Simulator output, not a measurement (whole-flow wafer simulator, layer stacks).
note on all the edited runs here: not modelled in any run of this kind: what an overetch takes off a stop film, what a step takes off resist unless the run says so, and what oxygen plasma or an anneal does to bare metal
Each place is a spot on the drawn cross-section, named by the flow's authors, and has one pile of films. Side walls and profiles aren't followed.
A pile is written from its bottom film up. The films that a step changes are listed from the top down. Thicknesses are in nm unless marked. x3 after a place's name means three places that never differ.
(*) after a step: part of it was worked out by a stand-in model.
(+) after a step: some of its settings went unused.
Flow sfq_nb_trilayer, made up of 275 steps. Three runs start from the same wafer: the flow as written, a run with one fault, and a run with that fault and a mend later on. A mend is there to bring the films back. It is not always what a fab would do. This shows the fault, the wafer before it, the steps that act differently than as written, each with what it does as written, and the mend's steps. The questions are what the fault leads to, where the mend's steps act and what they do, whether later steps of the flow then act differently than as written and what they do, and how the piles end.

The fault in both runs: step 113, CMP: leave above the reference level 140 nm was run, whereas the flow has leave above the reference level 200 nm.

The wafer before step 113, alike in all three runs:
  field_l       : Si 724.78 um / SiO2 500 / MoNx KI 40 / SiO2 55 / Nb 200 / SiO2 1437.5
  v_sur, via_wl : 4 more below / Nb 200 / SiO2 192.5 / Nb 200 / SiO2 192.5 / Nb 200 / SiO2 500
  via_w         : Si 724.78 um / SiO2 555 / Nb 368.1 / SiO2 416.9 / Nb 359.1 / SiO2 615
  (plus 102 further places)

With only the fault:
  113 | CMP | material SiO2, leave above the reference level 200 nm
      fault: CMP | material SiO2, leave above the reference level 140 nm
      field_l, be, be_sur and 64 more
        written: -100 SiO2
        fault: -160 SiO2
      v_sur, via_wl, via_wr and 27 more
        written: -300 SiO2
        fault: -360 SiO2
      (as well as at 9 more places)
  Steps further on in the flow that do not act as written (4 more steps, not shown, differ only slightly: by at most 2% or 0.5 nm, whichever is larger):
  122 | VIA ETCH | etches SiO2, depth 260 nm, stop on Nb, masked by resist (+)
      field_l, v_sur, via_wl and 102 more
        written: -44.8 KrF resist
        fault: -36.2 KrF resist
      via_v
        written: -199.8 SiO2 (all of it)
        fault: -139.8 SiO2 (all of it)
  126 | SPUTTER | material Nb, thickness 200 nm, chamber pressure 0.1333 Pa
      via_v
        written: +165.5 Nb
        fault: +178.7 Nb
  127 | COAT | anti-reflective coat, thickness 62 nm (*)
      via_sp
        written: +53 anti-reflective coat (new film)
        fault: +54.2 anti-reflective coat (new film)
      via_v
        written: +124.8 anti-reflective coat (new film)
        fault: +110.7 anti-reflective coat (new film)
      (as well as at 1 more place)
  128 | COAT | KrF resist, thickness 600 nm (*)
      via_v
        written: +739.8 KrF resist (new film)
        fault: +690.4 KrF resist (new film)
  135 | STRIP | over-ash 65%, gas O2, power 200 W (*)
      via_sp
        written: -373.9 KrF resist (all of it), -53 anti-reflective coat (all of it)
        fault: -377.9 KrF resist (all of it), -54.2 anti-reflective coat (all of it)
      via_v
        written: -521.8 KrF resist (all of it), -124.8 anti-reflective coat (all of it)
        fault: -472.6 KrF resist (all of it), -110.7 anti-reflective coat (all of it)
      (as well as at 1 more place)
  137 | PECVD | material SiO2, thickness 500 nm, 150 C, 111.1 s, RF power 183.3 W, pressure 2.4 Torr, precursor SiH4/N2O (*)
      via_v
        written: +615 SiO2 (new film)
        fault: +517.3 SiO2 (new film)
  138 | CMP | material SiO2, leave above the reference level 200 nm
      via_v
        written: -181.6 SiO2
        fault: -157.1 SiO2
  The piles end different from the flow's at field_l, v_sur, via_wl and 102 more by more than 2% or 0.5 nm, whichever is larger.
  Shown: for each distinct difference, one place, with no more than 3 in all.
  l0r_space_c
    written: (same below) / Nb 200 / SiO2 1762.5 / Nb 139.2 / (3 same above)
    fault: (same below) / Nb 200 / SiO2 1702.5 / Nb 139.2 / (3 same above)
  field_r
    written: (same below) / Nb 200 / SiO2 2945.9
    fault: (same below) / Nb 200 / SiO2 2885.9
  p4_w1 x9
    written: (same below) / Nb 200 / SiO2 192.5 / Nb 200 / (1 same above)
    fault: (same below) / Nb 200 / SiO2 132.5 / Nb 200 / (1 same above)

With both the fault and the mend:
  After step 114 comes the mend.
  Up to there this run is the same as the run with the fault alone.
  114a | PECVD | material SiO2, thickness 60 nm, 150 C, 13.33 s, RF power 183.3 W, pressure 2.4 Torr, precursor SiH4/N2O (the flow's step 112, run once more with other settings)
      field_l, v_sur, via_wl and 103 more
        +60 SiO2
  Later steps of the flow that are run all act as written at every place that is followed, up to a difference of at most 2% or 0.5 nm, whichever is larger.
  By the end, the piles equal the flow's at every place that both follow.
